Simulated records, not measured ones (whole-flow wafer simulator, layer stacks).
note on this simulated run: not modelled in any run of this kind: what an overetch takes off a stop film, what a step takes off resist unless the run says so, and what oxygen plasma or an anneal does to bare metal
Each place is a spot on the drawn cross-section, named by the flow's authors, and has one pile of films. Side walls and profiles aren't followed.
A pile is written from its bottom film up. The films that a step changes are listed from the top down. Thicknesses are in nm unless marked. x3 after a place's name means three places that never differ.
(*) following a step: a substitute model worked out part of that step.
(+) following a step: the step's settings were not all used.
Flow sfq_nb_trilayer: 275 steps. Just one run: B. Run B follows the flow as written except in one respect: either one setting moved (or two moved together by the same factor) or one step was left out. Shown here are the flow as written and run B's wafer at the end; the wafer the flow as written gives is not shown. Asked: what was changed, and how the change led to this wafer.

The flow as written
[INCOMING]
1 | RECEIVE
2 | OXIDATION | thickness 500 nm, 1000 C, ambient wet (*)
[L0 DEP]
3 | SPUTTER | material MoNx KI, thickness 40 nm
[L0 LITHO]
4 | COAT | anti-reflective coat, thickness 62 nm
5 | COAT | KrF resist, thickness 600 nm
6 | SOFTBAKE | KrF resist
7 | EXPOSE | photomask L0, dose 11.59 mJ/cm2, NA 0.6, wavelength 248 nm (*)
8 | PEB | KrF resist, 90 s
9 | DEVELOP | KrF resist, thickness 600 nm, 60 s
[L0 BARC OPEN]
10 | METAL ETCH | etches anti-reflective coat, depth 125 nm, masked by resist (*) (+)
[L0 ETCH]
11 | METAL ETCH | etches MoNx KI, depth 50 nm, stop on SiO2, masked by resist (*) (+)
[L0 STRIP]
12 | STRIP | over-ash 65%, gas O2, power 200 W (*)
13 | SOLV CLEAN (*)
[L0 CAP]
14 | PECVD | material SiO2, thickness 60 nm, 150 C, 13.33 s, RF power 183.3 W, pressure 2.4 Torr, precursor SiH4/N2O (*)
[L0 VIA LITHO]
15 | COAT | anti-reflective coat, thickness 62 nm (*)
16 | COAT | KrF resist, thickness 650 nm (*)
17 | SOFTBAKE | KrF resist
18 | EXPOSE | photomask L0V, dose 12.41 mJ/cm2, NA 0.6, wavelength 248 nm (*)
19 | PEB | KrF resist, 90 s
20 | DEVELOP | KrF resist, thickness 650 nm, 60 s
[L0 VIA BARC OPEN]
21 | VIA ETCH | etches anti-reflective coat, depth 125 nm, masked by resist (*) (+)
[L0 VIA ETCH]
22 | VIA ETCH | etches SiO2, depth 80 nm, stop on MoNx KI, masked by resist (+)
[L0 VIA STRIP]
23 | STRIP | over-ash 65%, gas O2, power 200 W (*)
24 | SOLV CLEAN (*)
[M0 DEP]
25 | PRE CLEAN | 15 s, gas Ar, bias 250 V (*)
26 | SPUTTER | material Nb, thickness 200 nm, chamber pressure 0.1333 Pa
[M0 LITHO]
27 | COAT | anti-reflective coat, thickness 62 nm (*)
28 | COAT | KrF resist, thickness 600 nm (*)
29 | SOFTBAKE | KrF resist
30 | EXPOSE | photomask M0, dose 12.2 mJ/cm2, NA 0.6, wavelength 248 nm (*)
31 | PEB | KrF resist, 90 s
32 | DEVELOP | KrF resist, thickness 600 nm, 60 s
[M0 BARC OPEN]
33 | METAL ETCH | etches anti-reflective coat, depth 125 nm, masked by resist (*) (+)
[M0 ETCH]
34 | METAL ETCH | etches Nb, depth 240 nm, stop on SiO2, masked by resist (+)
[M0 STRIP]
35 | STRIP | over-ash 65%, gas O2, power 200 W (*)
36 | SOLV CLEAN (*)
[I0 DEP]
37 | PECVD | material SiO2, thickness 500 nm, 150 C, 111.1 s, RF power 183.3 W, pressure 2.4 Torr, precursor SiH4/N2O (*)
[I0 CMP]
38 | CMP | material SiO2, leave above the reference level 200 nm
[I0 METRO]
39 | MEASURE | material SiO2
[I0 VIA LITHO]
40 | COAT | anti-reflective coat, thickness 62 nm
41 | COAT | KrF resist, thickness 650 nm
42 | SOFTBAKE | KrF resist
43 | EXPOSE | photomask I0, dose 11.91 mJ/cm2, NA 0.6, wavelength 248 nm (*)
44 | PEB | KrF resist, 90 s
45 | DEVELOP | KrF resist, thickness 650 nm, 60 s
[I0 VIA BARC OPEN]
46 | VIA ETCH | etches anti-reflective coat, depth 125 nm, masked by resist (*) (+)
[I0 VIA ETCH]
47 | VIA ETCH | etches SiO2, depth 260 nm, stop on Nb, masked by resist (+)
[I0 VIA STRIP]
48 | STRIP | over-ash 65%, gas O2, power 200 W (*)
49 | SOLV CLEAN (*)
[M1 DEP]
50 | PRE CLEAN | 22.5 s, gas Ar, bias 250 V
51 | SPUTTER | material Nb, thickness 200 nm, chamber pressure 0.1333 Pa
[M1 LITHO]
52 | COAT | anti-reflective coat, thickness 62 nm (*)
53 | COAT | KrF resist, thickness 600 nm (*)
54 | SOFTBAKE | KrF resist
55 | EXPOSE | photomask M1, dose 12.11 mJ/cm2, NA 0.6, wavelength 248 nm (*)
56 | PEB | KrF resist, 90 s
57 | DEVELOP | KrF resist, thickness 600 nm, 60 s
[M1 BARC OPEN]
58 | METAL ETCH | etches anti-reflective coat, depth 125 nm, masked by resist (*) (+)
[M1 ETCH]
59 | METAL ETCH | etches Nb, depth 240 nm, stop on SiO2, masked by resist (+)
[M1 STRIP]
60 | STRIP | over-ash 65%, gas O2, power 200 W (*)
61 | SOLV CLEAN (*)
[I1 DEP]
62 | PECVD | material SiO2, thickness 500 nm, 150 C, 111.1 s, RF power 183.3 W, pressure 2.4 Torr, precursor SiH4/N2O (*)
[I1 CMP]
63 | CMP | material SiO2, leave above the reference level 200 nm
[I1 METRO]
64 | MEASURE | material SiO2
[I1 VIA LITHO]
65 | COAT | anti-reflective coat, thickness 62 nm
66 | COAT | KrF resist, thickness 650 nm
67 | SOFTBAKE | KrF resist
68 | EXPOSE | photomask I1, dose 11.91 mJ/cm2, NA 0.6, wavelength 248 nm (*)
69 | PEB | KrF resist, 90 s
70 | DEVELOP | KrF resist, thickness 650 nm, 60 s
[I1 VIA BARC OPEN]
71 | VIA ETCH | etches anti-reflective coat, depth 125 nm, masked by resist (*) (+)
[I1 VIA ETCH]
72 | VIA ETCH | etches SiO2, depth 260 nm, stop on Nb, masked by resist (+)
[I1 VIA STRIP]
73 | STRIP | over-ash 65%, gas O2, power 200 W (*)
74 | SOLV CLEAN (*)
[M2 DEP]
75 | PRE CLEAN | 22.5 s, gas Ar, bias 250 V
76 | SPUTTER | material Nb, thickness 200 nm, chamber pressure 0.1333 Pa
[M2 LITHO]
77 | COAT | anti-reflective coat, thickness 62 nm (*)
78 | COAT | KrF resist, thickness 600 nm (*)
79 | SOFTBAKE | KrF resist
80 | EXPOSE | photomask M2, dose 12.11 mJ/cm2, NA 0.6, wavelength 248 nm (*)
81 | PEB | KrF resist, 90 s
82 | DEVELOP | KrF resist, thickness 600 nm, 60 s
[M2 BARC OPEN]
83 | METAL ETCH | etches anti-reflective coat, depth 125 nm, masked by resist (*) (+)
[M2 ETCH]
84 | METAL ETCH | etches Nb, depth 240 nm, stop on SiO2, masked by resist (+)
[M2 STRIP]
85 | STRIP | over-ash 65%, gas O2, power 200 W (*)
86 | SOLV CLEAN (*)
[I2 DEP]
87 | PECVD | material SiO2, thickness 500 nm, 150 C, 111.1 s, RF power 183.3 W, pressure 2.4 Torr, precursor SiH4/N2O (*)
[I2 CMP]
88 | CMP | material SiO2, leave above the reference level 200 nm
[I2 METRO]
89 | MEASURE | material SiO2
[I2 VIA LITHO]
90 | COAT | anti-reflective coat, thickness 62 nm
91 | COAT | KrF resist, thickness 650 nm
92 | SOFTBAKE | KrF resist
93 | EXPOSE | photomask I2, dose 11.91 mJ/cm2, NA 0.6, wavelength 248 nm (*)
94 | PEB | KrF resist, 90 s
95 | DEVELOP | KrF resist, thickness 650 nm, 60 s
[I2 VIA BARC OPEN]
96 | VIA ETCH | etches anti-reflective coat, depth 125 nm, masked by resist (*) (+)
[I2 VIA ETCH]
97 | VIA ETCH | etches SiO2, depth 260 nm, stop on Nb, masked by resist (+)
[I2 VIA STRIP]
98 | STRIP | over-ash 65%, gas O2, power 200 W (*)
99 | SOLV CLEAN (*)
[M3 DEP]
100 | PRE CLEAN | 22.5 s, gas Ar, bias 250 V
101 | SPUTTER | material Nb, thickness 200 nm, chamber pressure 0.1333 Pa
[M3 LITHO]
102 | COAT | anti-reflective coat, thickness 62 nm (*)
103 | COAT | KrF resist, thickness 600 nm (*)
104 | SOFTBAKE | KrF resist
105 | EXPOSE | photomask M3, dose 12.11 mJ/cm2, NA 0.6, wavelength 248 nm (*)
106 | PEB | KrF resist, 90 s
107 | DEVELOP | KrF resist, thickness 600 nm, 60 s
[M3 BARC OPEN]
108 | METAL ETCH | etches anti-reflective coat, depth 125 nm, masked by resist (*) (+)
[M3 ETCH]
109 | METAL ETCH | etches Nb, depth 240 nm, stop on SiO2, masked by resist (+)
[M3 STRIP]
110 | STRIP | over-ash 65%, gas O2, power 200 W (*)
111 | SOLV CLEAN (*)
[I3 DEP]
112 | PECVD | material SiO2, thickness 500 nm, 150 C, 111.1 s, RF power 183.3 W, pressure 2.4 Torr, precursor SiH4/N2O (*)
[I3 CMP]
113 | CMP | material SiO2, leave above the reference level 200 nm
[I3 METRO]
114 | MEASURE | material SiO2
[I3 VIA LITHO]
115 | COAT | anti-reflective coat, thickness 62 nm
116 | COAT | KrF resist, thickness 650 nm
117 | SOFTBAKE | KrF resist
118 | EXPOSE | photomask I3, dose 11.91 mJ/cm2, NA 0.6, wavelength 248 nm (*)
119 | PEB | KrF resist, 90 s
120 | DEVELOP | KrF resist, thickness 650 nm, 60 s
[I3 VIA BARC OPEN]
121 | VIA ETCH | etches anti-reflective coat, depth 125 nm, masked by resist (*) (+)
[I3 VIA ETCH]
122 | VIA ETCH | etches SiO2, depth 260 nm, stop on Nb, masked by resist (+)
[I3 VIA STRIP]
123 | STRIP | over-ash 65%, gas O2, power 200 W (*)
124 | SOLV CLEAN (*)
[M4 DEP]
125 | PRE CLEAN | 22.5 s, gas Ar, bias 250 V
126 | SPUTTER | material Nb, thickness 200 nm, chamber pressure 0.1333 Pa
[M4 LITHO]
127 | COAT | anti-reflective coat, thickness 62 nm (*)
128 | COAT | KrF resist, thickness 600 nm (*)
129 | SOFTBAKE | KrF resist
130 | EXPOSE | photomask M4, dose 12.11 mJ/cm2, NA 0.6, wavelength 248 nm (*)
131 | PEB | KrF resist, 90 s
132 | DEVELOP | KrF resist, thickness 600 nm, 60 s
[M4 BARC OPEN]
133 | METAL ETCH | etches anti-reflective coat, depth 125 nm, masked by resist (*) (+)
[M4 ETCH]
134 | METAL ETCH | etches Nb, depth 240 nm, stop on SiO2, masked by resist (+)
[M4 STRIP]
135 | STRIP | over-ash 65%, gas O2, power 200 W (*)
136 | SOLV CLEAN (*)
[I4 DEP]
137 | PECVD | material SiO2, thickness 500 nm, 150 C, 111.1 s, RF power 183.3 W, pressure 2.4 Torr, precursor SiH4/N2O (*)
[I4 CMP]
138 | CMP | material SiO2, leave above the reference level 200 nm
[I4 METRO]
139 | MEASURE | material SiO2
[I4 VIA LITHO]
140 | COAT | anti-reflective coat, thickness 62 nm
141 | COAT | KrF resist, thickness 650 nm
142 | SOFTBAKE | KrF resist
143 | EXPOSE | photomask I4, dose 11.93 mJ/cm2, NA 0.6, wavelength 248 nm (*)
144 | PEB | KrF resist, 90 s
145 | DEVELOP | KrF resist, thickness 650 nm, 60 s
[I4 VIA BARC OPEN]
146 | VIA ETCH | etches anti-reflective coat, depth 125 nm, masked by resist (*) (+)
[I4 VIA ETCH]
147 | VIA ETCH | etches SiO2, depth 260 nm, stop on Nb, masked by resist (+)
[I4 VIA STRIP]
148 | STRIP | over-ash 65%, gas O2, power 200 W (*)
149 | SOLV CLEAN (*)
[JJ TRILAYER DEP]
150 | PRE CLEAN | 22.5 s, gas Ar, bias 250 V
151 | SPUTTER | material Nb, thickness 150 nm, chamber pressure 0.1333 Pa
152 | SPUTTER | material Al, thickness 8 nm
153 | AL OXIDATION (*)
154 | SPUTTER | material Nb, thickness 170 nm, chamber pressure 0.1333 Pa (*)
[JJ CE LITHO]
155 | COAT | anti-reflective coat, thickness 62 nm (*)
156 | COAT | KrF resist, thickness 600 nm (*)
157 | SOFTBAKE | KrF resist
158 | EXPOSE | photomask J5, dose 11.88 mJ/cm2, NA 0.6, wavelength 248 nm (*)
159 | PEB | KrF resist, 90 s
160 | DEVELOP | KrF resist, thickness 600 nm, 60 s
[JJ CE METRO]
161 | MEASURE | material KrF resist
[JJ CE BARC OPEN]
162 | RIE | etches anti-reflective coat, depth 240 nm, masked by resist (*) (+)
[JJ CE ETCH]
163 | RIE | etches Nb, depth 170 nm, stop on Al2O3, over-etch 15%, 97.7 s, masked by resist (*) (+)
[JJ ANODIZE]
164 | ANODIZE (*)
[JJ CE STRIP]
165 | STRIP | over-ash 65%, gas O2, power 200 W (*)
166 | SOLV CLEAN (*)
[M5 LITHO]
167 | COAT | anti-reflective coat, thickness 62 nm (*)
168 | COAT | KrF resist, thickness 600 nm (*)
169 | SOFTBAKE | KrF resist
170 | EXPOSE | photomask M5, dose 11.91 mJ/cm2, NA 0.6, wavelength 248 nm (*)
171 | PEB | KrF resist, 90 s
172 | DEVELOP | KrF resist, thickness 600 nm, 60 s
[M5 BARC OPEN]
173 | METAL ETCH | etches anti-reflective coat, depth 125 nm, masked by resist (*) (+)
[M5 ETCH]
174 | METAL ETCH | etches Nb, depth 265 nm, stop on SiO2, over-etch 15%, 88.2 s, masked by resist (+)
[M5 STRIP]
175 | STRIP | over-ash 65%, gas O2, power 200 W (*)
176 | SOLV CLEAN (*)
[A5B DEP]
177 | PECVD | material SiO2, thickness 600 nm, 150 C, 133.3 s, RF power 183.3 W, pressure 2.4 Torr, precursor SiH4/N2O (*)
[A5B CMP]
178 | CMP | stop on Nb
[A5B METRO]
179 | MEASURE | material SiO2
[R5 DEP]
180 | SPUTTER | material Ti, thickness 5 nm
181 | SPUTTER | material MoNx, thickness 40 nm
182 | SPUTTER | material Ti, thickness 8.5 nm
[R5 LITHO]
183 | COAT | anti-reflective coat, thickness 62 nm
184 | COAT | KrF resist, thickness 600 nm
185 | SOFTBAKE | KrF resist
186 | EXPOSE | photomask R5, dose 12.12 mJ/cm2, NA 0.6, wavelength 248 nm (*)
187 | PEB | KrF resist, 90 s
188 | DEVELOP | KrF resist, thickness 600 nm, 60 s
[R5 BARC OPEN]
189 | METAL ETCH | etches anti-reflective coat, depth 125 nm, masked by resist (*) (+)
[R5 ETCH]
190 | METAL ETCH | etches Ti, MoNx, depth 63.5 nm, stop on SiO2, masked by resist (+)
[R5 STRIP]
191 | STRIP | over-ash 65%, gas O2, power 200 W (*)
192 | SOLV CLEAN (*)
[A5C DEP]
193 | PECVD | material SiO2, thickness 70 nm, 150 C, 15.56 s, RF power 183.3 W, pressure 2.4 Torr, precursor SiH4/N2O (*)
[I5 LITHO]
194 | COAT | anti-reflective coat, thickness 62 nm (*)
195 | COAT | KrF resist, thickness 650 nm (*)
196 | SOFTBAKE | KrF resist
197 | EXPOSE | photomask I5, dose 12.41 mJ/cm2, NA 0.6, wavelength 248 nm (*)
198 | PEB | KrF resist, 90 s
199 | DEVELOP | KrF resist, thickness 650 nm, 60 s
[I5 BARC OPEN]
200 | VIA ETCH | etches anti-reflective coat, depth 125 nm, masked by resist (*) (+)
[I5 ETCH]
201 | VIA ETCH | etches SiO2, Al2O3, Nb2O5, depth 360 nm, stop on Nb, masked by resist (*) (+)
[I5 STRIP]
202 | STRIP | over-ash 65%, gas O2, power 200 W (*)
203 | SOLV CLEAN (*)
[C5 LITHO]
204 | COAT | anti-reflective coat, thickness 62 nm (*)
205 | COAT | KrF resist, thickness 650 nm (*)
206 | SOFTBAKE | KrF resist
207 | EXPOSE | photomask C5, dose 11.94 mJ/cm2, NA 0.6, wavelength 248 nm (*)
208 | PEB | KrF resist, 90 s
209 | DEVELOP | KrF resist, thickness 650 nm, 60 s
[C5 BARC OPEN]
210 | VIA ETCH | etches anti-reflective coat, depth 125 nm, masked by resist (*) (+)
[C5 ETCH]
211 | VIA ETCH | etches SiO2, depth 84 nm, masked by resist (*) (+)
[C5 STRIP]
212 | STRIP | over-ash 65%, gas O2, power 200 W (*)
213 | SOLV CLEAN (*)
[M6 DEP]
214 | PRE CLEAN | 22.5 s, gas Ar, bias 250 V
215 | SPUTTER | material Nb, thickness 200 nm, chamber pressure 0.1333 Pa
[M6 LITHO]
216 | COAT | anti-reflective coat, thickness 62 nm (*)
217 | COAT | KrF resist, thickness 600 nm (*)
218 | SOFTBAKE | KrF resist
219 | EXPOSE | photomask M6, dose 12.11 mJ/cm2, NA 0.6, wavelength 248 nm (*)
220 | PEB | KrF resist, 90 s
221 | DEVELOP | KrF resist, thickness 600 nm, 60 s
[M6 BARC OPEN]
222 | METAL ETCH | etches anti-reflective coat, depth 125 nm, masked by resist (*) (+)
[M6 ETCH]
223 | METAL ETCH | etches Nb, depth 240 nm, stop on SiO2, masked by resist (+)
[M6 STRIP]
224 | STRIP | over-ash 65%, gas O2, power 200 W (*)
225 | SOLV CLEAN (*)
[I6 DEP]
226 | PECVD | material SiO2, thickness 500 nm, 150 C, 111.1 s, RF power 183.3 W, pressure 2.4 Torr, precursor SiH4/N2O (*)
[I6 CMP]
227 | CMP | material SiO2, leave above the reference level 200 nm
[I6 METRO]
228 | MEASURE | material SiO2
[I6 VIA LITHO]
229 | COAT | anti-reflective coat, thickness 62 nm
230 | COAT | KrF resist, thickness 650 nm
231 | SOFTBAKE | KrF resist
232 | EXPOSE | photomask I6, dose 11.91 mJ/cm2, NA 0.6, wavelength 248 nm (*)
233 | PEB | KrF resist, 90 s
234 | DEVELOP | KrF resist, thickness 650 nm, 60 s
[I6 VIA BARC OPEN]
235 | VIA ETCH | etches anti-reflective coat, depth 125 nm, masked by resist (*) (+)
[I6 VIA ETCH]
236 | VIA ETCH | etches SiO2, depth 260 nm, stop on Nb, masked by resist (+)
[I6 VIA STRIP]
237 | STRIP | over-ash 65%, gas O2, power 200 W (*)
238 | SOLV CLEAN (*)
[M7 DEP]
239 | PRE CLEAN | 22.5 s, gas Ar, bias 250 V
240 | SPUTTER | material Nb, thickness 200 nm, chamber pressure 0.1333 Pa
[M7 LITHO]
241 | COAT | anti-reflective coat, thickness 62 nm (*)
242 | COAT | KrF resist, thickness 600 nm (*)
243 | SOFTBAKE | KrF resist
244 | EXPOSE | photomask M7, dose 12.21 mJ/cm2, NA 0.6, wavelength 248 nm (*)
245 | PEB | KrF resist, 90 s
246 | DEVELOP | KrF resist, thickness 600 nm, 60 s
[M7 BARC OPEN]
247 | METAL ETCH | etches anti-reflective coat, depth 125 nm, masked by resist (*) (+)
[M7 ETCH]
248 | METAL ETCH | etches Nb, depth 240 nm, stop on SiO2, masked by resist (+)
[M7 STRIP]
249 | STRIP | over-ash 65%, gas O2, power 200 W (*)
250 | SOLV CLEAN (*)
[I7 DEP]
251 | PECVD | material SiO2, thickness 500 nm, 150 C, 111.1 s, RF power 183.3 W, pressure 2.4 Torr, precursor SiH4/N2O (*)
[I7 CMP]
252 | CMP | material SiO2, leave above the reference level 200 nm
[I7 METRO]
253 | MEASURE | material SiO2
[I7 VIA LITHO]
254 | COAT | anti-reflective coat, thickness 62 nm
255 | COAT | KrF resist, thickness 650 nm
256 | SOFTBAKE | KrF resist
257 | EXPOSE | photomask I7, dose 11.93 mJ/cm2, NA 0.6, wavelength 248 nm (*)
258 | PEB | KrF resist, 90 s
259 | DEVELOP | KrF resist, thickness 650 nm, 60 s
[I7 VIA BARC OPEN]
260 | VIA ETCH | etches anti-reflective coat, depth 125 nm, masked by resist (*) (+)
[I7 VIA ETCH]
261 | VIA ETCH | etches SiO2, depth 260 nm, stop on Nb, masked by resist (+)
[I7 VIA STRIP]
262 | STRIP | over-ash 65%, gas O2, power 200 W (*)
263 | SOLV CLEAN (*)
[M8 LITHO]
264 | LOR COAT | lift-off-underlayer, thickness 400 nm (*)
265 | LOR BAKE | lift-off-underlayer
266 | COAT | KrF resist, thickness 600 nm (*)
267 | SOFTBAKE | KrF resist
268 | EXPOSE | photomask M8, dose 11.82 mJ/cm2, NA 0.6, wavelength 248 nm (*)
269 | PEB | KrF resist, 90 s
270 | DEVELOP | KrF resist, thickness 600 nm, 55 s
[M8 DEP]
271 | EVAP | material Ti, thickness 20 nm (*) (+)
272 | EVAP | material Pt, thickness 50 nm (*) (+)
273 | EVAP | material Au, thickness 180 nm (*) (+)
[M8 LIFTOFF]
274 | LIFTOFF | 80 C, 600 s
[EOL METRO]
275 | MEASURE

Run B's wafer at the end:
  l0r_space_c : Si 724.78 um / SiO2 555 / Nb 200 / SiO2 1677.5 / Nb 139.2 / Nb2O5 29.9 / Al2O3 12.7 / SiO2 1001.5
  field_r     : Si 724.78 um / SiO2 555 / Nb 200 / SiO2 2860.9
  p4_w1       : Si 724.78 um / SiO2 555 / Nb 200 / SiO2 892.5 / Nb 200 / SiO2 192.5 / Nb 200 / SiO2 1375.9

Cause: step 51, SPUTTER: thickness 115 nm was run, whereas the flow has thickness 200 nm.

Step by step, how the change led to this:
  51 | SPUTTER | material Nb, thickness 200 nm, chamber pressure 0.1333 Pa
      field_l, v_sur, via_wl and 102 more: +115 Nb (new film) (as written it would have been: +200 Nb (new film))
      via_w: +101.2 Nb (as written it would have been: +174.5 Nb)
  52 | COAT | anti-reflective coat, thickness 62 nm (*)
      via_wl: +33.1 anti-reflective coat (new film) (as written it would have been: +33.8 anti-reflective coat (new film))
      via_w: +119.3 anti-reflective coat (new film) (as written it would have been: +123.1 anti-reflective coat (new film))
      (and at 1 other place as well)
  59 | METAL ETCH | etches Nb, depth 240 nm, stop on SiO2, masked by resist (+)
      field_l, be, be_sur and 79 more: -115 Nb (all of it) (as written it would have been: -200 Nb (all of it))
      v_sur, via_wl, via_w and 21 more: -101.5 KrF resist (as written it would have been: -141.2 KrF resist)
  60 | STRIP | over-ash 65%, gas O2, power 200 W (*)
      wl_j_sl, wl_jj, wl_j_sr and 13 more: -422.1 KrF resist (all of it), -62 anti-reflective coat (all of it) (as written it would have been: -382.4 KrF resist (all of it), -62 anti-reflective coat (all of it))
      v_sur: -406.2 KrF resist (all of it), -60.9 anti-reflective coat (all of it) (as written it would have been: -365.9 KrF resist (all of it), -61.1 anti-reflective coat (all of it))
      (and at 7 other places as well)
  62 | PECVD | material SiO2, thickness 500 nm, 150 C, 111.1 s, RF power 183.3 W, pressure 2.4 Torr, precursor SiH4/N2O (*)
      wl_d_sl, wl_d_sr: +500 SiO2 (as written it would have been: +557.1 SiO2)
      via_w: +585.1 SiO2 (new film) (as written it would have been: +606 SiO2 (new film))
  63 | CMP | material SiO2, leave above the reference level 200 nm
      field_l, be, be_sur and 72 more: -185 SiO2 (as written it would have been: -100 SiO2)
      lsp_m, ln_m6, lsp_r, l0_sur, l0v: -185 SiO2 (as written it would have been: -94.9 SiO2)
      (and at 3 other places as well)
